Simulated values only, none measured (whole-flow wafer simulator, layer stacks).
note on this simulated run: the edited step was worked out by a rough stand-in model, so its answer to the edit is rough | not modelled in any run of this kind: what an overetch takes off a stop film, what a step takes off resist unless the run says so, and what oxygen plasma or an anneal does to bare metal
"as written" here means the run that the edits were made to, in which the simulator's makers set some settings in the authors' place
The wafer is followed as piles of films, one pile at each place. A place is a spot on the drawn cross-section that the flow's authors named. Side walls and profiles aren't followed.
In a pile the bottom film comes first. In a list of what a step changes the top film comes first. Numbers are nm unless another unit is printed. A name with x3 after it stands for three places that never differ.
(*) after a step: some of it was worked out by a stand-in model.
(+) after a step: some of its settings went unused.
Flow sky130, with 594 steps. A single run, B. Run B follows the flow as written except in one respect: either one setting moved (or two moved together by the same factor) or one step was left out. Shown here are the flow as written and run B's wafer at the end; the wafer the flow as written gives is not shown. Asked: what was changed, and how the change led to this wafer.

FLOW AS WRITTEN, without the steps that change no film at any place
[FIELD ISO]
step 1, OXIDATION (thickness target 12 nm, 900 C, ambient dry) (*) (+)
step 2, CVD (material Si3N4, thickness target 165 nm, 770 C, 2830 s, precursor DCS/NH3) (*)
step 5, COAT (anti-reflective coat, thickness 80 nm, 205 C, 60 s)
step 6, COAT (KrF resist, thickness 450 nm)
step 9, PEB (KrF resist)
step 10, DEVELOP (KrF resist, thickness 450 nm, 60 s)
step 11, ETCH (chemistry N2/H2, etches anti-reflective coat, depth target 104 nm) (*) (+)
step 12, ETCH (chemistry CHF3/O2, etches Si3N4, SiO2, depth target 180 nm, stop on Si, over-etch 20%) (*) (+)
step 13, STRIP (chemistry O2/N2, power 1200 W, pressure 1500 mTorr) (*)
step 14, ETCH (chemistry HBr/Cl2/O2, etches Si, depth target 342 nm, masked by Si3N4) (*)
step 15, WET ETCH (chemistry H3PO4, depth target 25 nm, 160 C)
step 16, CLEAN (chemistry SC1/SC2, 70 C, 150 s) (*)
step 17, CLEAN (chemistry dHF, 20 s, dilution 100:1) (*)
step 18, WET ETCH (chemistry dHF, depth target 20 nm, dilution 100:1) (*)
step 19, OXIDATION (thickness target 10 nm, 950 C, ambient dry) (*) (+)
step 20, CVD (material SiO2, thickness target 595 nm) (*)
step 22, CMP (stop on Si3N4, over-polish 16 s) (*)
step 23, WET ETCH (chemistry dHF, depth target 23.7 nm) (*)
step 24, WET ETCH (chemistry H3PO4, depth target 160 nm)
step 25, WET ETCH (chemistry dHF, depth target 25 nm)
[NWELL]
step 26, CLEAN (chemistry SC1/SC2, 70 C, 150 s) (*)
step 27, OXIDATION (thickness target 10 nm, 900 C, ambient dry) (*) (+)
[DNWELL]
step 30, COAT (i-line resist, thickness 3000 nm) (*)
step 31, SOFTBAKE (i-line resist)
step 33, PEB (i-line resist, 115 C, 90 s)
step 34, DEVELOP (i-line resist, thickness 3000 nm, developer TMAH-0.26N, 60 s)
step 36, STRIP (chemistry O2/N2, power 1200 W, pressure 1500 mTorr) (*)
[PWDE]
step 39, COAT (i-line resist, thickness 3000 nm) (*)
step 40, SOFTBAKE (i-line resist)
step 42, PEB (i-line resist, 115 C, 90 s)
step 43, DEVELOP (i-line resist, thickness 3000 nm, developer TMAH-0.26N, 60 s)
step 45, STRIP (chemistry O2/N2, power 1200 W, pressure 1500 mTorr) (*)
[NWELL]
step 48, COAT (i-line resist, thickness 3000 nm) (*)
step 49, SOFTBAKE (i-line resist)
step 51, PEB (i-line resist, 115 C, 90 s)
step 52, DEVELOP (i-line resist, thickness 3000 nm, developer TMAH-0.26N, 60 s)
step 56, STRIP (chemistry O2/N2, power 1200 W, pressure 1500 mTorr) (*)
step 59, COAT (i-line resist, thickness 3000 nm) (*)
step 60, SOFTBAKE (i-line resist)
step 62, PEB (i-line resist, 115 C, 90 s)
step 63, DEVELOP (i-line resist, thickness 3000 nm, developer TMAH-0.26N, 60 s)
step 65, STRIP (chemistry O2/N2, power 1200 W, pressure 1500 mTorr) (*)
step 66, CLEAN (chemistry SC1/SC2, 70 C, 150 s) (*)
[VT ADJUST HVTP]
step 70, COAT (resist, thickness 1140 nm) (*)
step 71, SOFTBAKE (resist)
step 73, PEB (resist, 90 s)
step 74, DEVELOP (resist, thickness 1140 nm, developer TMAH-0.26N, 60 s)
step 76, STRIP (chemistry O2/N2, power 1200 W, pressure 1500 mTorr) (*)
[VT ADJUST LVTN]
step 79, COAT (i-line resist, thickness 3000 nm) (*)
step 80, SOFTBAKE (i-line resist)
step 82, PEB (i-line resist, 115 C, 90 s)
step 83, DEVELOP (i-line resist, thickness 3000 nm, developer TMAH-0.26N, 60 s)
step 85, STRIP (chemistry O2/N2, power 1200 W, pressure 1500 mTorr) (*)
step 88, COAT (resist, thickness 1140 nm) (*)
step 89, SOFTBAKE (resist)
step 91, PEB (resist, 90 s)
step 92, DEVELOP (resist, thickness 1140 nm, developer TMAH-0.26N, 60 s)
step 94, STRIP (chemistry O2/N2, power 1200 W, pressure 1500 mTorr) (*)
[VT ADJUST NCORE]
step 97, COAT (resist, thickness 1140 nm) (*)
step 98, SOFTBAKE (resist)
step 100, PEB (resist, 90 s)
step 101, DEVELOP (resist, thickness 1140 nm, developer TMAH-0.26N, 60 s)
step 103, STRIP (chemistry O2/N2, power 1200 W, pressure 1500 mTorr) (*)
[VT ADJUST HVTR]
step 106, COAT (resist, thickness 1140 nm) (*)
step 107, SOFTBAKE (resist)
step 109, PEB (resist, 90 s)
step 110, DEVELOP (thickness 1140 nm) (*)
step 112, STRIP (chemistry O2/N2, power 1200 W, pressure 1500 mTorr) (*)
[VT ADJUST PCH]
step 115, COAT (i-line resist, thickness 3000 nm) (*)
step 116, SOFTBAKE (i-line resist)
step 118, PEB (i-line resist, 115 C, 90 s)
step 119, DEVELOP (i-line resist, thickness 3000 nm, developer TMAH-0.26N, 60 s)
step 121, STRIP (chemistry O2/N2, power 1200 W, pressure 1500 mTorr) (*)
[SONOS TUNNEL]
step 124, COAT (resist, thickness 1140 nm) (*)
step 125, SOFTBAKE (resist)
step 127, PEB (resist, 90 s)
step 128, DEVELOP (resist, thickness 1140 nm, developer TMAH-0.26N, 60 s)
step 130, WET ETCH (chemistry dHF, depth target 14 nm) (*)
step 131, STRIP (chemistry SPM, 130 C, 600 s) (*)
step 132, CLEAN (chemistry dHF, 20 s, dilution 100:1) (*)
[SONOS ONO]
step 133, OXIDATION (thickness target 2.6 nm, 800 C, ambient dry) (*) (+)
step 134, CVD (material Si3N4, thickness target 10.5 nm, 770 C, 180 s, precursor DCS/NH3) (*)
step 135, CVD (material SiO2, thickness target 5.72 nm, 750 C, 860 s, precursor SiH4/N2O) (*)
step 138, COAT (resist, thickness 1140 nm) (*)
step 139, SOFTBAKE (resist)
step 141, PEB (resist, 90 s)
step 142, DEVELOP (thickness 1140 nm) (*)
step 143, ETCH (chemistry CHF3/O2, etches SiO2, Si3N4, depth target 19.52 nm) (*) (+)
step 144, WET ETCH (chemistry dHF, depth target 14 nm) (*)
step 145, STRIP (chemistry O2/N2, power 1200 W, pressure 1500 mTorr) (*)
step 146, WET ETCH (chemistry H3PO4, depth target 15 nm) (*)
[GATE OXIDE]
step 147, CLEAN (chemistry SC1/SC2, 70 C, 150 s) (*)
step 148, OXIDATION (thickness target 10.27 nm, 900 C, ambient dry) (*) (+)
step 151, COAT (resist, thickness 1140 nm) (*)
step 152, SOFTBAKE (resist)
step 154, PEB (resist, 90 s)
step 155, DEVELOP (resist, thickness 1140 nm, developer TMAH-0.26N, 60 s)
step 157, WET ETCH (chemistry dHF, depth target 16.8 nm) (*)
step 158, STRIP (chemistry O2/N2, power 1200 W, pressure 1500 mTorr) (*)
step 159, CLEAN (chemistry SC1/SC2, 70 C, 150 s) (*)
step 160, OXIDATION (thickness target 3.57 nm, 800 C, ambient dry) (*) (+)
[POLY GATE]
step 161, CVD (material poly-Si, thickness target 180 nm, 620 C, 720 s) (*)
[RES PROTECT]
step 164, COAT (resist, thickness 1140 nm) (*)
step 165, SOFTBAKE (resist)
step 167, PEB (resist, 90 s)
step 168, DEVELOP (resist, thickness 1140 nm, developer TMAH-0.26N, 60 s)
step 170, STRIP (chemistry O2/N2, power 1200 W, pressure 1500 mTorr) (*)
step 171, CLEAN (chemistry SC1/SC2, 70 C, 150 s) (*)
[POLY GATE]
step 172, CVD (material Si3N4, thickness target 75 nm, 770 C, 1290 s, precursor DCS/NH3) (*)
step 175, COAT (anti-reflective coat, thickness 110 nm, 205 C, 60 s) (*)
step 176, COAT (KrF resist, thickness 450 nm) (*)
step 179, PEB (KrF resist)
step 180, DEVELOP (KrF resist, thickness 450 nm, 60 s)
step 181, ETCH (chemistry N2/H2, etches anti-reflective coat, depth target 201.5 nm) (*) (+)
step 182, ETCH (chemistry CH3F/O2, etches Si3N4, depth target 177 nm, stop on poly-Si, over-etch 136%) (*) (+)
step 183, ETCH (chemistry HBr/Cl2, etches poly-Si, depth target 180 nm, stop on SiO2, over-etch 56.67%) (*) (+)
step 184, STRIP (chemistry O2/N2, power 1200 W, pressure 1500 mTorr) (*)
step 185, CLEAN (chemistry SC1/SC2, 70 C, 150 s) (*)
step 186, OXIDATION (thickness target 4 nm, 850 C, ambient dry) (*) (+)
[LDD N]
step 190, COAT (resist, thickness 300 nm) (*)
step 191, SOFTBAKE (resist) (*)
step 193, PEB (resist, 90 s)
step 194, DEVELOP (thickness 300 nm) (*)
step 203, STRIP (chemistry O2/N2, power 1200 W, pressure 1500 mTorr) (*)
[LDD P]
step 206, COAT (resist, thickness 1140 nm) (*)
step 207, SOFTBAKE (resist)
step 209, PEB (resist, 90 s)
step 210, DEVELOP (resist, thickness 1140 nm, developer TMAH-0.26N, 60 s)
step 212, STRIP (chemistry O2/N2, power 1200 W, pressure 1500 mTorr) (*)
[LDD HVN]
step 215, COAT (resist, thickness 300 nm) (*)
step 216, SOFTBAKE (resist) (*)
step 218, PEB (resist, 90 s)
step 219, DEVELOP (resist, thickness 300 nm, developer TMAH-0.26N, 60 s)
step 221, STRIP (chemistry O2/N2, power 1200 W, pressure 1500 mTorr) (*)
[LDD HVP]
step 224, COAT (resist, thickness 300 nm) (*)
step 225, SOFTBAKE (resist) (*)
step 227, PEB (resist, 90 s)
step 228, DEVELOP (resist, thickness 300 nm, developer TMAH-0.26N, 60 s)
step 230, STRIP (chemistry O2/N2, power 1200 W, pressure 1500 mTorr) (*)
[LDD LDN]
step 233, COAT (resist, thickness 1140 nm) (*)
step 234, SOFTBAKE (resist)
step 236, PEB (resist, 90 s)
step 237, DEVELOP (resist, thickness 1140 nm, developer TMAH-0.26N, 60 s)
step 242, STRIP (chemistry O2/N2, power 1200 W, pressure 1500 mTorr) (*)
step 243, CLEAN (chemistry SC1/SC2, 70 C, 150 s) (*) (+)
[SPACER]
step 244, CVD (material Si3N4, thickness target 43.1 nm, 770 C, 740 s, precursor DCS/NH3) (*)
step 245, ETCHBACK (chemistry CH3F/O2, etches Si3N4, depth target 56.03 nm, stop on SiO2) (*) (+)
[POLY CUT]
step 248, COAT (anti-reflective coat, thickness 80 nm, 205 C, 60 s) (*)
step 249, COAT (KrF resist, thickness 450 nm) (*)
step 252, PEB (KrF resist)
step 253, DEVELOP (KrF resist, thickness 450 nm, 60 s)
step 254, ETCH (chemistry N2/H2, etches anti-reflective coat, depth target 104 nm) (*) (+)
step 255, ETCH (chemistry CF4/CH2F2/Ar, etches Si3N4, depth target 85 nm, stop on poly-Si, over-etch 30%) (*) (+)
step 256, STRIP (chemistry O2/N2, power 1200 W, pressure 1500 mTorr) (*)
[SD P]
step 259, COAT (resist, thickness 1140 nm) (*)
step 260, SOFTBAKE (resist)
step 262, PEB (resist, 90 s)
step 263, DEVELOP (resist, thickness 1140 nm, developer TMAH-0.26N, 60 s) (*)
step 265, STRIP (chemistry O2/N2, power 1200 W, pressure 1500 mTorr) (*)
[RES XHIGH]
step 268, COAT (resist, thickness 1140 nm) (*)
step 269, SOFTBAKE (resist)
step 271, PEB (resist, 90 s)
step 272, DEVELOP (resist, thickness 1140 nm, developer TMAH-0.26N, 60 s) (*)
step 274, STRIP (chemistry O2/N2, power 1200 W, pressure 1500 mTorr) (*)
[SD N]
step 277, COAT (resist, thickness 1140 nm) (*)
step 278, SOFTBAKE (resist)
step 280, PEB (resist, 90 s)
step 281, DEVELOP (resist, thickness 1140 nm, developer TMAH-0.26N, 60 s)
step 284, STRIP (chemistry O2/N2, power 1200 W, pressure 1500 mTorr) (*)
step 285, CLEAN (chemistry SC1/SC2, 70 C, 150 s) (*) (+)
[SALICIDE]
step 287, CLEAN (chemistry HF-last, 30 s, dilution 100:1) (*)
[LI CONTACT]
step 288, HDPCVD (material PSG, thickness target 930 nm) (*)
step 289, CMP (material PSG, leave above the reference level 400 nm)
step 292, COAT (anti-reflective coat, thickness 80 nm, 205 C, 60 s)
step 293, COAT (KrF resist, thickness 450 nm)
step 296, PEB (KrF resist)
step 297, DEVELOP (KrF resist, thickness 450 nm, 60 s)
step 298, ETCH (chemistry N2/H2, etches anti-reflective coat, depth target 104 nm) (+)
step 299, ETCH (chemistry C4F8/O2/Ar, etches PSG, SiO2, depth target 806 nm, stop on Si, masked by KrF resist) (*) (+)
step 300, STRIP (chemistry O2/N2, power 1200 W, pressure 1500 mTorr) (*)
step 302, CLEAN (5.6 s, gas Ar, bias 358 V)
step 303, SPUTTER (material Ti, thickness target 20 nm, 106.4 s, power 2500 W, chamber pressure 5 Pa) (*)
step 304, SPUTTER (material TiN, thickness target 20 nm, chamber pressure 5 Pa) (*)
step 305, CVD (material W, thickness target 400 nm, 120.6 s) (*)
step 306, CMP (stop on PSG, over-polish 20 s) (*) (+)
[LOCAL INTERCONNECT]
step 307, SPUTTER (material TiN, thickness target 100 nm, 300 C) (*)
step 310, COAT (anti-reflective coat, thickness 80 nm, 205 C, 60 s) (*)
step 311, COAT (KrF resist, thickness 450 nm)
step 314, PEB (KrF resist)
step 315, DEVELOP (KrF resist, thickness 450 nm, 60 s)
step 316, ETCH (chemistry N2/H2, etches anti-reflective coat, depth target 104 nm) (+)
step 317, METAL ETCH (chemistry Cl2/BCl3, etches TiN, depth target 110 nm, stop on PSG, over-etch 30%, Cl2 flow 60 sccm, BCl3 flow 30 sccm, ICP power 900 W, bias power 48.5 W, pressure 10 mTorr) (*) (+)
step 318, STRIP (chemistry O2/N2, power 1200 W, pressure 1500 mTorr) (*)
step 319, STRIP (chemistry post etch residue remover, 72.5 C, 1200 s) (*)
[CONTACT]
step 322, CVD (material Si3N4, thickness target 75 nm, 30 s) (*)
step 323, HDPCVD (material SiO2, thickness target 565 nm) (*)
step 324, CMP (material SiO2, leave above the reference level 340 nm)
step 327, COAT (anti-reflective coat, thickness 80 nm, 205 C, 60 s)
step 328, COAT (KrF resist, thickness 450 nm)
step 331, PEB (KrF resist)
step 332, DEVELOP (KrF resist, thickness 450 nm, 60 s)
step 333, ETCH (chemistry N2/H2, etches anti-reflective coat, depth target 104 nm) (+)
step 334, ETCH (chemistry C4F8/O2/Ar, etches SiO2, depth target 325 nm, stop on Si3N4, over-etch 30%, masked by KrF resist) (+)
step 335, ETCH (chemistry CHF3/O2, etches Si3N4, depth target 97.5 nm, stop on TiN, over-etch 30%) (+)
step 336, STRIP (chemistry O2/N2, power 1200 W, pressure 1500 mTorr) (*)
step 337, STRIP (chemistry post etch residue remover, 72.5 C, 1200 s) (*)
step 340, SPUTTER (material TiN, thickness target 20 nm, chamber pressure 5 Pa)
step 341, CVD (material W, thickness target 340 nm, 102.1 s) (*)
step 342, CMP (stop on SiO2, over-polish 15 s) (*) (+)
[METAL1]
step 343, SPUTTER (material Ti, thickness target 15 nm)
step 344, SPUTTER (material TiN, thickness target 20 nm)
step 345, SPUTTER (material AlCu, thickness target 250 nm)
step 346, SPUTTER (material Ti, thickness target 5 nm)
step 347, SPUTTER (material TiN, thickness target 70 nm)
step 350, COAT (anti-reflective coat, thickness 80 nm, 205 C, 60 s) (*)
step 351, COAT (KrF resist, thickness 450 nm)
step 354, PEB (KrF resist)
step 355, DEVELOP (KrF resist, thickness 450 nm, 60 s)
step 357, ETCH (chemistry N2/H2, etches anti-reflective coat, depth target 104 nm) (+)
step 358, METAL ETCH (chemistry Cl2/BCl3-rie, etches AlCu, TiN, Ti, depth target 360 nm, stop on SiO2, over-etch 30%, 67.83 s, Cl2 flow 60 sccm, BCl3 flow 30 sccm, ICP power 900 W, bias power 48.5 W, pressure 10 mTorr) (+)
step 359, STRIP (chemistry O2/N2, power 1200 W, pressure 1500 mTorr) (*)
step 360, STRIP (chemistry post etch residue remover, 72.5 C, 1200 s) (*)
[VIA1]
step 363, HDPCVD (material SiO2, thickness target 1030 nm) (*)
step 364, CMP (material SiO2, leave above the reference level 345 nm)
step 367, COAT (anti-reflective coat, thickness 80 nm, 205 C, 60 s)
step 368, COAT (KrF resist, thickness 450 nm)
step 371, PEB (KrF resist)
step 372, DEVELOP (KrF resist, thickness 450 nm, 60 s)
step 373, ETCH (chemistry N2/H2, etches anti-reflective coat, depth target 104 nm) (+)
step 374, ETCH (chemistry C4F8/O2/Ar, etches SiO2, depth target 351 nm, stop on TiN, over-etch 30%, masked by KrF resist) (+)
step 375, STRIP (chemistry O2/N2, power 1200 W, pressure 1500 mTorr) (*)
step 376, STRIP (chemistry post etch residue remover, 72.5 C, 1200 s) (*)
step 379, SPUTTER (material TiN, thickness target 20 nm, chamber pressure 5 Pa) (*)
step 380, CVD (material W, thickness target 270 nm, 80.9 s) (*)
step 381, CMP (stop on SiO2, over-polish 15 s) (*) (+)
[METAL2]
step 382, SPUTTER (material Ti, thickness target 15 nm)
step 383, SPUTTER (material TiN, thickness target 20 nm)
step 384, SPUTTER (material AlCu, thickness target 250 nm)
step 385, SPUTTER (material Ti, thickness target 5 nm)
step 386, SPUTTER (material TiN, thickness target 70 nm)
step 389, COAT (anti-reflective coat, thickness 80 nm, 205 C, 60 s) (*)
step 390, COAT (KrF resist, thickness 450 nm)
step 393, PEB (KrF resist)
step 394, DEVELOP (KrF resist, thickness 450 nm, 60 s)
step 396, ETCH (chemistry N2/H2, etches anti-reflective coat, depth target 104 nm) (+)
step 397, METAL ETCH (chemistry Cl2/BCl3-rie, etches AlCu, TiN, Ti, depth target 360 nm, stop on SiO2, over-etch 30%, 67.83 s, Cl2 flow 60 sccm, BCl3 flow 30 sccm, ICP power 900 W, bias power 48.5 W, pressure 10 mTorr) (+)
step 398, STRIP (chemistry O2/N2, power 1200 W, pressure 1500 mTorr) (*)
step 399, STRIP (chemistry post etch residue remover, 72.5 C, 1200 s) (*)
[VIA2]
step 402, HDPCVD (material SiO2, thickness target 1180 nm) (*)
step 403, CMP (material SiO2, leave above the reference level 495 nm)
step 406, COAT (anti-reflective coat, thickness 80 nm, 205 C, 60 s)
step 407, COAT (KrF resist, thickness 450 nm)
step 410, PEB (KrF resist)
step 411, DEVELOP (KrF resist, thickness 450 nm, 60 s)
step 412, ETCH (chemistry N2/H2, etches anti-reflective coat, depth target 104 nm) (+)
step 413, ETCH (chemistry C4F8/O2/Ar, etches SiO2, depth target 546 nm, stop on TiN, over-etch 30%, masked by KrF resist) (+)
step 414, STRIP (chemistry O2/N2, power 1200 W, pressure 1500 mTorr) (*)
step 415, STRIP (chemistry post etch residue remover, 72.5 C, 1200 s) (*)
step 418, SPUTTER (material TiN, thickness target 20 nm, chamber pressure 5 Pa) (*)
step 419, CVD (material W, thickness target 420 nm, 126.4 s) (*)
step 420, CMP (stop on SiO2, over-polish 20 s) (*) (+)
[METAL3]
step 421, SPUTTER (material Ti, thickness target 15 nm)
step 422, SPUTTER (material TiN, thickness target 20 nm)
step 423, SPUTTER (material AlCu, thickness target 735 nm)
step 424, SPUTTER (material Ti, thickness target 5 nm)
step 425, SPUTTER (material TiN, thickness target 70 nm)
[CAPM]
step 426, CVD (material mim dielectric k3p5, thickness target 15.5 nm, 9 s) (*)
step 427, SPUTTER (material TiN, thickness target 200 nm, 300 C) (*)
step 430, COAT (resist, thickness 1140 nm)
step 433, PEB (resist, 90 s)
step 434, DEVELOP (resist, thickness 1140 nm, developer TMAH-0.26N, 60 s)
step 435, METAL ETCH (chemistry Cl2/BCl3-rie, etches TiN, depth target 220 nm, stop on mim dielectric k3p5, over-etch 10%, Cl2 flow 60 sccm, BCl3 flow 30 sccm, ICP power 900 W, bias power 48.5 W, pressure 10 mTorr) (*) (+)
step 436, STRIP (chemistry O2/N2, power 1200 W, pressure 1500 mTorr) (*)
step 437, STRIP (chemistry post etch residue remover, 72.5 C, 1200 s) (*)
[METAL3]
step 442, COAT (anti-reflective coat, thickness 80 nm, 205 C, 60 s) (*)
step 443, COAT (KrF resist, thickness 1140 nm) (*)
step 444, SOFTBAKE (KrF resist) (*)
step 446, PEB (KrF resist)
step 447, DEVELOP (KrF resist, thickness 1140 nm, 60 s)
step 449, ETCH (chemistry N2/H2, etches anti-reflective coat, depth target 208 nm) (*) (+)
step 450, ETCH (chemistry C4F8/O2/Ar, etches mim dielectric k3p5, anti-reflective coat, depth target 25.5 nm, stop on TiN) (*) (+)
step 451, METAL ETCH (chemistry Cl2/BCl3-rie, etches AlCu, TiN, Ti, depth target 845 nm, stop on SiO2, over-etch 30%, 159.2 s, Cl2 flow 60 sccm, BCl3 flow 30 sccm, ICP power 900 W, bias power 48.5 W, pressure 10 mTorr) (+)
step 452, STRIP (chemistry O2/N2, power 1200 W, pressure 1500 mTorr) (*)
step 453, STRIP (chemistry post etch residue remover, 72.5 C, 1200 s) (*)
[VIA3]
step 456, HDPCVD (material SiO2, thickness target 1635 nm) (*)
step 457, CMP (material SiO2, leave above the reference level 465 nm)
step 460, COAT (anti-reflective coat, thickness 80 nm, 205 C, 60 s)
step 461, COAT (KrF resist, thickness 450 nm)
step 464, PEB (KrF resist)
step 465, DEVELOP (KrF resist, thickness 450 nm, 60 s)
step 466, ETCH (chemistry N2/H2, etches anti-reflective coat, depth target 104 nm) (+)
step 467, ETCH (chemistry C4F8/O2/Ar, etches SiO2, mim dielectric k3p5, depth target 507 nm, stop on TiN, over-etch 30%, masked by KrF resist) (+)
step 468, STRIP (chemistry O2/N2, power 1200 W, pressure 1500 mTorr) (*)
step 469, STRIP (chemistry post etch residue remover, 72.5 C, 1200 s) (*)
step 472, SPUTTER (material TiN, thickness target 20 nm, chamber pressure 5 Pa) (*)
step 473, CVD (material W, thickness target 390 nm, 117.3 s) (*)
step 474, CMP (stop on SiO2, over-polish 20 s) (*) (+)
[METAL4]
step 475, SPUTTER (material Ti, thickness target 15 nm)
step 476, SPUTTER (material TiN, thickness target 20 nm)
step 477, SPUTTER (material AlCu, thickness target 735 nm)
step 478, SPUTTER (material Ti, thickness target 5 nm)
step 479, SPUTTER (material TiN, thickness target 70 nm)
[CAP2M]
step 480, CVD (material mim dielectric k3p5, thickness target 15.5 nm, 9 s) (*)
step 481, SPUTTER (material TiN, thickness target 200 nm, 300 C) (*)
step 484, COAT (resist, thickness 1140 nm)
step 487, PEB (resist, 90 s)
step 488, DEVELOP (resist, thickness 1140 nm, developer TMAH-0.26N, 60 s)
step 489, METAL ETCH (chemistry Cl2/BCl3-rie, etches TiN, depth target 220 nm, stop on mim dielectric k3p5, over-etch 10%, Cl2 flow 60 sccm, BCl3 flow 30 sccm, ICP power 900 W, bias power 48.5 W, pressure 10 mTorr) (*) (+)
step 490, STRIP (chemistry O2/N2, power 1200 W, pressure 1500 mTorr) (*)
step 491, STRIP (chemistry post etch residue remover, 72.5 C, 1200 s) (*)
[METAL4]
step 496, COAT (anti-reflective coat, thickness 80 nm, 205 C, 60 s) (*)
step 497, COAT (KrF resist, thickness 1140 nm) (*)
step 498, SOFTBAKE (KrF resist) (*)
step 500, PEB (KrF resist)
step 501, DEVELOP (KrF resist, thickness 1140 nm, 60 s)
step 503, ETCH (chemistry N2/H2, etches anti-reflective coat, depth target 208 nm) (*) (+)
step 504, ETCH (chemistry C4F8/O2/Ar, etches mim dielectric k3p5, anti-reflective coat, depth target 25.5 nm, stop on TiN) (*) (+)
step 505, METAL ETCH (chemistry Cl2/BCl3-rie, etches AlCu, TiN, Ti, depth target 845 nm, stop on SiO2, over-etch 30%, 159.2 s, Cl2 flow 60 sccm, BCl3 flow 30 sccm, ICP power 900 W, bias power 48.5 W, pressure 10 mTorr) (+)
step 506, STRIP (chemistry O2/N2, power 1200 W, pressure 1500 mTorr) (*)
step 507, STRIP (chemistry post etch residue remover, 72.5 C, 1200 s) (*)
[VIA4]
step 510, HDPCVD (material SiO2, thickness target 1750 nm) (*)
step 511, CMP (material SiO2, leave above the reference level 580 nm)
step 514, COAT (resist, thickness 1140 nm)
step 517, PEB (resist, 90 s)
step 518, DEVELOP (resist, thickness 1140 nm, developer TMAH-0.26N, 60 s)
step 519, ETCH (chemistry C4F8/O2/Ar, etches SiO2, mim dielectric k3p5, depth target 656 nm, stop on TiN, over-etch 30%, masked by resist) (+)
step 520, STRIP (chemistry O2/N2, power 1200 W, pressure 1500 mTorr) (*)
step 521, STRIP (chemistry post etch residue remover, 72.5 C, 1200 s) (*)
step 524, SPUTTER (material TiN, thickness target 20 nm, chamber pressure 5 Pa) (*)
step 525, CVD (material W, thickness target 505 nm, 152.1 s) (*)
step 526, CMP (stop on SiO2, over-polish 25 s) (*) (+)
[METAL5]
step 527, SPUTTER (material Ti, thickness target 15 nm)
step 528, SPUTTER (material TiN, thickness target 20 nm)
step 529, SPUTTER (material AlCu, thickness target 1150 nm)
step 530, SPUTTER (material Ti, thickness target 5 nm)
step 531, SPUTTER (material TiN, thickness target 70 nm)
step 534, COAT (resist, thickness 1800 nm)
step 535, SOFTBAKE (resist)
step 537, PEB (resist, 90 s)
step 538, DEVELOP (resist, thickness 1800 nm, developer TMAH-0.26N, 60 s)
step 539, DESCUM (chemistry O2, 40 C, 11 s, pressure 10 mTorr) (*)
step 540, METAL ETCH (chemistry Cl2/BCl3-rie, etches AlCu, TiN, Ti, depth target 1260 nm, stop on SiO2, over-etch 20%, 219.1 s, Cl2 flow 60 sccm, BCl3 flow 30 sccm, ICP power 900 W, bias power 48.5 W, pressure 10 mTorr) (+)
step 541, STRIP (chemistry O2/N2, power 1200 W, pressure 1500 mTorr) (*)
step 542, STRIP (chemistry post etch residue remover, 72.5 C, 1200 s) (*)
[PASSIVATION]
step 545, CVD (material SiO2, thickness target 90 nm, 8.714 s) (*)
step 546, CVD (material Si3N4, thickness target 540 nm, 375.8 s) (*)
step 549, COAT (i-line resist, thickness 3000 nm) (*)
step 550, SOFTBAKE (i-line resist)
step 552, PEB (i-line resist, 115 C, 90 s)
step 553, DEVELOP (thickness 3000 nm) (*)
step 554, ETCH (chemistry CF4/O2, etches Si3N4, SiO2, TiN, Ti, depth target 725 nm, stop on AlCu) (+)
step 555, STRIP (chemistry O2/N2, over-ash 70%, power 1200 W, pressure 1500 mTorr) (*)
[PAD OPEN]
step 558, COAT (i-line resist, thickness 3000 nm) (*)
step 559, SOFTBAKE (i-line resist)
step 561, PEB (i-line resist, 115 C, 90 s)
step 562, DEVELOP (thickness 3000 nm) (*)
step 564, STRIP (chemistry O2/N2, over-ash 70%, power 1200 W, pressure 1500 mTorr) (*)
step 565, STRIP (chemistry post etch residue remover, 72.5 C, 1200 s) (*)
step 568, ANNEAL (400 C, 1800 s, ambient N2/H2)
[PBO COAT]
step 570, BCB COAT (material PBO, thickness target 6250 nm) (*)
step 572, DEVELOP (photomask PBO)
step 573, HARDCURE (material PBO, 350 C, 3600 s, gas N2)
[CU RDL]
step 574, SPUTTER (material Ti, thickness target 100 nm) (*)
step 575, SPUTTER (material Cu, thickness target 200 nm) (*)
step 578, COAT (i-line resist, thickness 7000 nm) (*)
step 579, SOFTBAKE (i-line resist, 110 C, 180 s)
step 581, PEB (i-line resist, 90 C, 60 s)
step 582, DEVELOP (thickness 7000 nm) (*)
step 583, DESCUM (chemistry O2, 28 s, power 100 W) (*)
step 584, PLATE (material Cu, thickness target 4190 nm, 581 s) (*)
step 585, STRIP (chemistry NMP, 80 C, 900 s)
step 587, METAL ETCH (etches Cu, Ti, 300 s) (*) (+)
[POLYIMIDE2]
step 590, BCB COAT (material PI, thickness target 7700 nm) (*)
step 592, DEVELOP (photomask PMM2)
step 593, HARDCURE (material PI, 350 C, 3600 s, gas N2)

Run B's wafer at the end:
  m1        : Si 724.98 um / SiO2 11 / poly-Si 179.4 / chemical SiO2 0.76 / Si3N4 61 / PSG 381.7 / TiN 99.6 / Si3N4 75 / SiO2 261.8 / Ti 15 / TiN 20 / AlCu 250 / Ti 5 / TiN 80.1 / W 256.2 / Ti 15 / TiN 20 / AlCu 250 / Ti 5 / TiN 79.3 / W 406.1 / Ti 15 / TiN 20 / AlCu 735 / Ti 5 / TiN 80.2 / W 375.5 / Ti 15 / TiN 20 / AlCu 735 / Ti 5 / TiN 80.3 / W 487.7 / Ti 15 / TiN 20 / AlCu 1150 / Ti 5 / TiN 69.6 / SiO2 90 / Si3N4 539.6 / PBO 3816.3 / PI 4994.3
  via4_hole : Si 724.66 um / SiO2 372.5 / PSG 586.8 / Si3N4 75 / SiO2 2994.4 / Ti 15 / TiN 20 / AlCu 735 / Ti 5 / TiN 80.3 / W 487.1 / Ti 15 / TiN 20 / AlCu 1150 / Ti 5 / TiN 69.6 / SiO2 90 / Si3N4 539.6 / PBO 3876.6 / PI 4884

Cause: step 524, SPUTTER: thickness target 14 nm was run, whereas the flow has thickness target 20 nm.

The path from the change to this, step by step:
  step 524, SPUTTER (material TiN, thickness target 20 nm, chamber pressure 5 Pa) (*)
      field, active, n_well and 188 more: TiN gains 14 (new film) (in the flow as written it would be: TiN gains 20 (new film))
      m1, via4_hole: TiN gains 10.7 (in the flow as written it would be: TiN gains 15.3)
  step 526, CMP (stop on SiO2, over-polish 25 s) (*) (+)
      field, active, n_well and 188 more: W loses 505 (all of it), TiN loses 14 (all of it), SiO2 loses 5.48 (in the flow as written it would be: W loses 505 (all of it), TiN loses 20 (all of it), SiO2 loses 5.48)
